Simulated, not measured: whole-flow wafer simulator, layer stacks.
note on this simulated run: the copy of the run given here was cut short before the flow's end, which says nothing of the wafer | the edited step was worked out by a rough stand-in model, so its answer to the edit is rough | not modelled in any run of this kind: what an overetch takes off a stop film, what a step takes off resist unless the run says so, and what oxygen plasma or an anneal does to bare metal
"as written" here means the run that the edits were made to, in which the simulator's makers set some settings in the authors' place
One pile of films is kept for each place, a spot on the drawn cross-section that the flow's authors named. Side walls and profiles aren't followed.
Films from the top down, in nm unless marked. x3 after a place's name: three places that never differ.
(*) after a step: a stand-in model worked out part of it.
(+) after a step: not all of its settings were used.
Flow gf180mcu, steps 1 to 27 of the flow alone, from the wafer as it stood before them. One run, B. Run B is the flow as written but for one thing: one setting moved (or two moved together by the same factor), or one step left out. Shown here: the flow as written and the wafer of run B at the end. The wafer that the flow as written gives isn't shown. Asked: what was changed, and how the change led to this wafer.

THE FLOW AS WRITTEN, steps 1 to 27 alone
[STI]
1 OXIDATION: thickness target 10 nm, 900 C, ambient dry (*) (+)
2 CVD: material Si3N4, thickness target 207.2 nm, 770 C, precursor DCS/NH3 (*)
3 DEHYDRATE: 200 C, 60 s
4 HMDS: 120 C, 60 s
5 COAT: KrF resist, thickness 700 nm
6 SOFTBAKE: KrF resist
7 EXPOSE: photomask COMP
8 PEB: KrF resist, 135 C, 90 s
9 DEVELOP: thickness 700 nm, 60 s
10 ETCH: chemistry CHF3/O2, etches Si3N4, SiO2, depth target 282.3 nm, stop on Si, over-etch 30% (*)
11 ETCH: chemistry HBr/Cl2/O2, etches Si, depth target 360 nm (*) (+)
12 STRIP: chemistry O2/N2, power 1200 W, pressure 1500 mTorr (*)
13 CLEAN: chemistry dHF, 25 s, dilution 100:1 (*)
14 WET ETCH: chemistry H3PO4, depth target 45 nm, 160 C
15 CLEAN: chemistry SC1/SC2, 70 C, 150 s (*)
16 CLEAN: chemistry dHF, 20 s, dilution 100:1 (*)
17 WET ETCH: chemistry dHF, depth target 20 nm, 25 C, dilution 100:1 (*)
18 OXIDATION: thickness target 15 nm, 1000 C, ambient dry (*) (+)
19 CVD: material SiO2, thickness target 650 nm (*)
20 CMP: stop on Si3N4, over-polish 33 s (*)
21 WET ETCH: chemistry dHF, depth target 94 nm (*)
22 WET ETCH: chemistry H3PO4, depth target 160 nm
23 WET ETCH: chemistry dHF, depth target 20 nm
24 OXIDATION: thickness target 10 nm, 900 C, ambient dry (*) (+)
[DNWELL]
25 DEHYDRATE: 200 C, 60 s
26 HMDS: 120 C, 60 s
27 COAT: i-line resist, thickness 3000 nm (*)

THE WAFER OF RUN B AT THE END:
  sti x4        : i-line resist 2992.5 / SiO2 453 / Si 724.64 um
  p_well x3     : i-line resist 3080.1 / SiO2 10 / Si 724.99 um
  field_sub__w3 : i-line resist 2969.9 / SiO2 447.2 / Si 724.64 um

The cause: step 21, WET ETCH: depth target 57.1 nm was run, where the flow has depth target 94 nm; step 23, WET ETCH: depth target 12.2 nm was run, where the flow has depth target 20 nm.

How the change led to this, step by step:
  21 WET ETCH: chemistry dHF, depth target 94 nm (*)
      active, n_well, p_well x3 and 38 more: Si3N4 -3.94 (as written it would be: Si3N4 -6.43)
      field, field_sub, sti x4 and 31 more: SiO2 -57.1 (as written it would be: SiO2 -94)
  23 WET ETCH: chemistry dHF, depth target 20 nm
      field, field_sub, sti x4 and 31 more: SiO2 -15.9 (as written it would be: SiO2 -26)
